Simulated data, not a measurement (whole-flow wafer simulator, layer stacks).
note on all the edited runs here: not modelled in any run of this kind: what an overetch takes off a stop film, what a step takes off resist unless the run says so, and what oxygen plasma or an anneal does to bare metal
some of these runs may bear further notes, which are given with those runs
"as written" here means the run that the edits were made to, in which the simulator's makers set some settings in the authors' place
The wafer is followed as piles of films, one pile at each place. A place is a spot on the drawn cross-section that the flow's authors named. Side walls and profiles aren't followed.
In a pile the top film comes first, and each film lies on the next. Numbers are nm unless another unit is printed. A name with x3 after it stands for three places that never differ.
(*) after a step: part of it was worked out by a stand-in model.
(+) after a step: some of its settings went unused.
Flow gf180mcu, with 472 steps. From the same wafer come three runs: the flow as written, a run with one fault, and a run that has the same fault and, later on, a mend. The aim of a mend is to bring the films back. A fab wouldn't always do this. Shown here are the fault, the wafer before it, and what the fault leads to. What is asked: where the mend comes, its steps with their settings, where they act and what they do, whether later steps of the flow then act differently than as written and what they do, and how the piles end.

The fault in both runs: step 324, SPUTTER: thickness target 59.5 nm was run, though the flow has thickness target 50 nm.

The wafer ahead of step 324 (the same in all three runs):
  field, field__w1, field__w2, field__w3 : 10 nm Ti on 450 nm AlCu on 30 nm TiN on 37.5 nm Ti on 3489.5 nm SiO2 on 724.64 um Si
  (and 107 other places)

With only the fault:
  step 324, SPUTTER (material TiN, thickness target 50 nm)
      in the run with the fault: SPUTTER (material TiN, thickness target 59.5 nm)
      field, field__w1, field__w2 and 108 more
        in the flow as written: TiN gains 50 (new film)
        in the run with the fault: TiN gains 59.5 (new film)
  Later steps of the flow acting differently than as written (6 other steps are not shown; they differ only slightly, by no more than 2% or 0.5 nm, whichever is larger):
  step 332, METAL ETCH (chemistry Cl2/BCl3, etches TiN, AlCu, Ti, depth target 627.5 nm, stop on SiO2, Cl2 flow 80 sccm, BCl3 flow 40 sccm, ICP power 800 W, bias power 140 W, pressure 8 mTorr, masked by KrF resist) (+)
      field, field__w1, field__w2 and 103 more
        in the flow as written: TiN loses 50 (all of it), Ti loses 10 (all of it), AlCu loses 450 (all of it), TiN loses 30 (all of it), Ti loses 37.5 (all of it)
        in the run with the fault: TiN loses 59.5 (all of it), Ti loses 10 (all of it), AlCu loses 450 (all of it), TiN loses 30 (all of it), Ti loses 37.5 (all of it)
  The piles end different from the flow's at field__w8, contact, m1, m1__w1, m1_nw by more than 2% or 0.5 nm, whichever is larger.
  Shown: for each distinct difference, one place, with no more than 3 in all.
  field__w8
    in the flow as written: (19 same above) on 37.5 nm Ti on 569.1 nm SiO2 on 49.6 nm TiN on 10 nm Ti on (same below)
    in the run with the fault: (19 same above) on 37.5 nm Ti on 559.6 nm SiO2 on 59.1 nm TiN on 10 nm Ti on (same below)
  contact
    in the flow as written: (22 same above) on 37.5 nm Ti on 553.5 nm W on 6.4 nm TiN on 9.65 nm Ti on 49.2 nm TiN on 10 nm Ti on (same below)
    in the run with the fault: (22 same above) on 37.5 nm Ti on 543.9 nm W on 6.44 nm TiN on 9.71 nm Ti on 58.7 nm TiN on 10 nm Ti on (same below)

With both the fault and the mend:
  The mend follows step 331.
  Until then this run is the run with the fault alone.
  step 331a, STRIP (chemistry O2/N2, power 2160 W, pressure 1700 mTorr) (*)
      field__w8, contact, m1, m1__w1, m1_nw
        KrF resist loses 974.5 (all of it)
  step 331b, METAL ETCH (chemistry Cl2/BCl3, etches TiN, AlCu, Ti, depth target 9.5 nm, Cl2 flow 80 sccm, BCl3 flow 40 sccm, ICP power 800 W, bias power 140 W, pressure 8 mTorr) (a further turn of the flow's step 260, with different settings)
      field, field__w1, field__w2 and 108 more
        TiN loses 9.5
  step 331c, HMDS (120 C, 60 s) (a further turn of the flow's step 326)
      leaves every film unchanged at each place that is followed
  step 331d, COAT (KrF resist, thickness 1000 nm) (a further turn of the flow's step 327)
      field, field__w1, field__w2 and 108 more
        KrF resist gains 1000 (new film)
  step 331e, SOFTBAKE (KrF resist) (a further turn of the flow's step 328)
      leaves every film unchanged at each place that is followed
  step 331f, EXPOSE (photomask Metal3) (a further turn of the flow's step 329)
      leaves every film unchanged at each place that is followed
  step 331g, PEB (KrF resist, 135 C, 90 s) (a further turn of the flow's step 330)
      field, field__w1, field__w2 and 108 more
        KrF resist loses 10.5
  step 331h, DEVELOP (thickness 1000 nm, 60 s) (a further turn of the flow's step 331)
      field, field__w1, field__w2 and 103 more
        KrF resist loses 989.5 (all of it)
      field__w8, contact, m1, m1__w1, m1_nw
        KrF resist loses 14.9
  Later steps of the flow that are run all act as written at every place that is followed.
  The piles end the same as the flow's at every place that both follow.
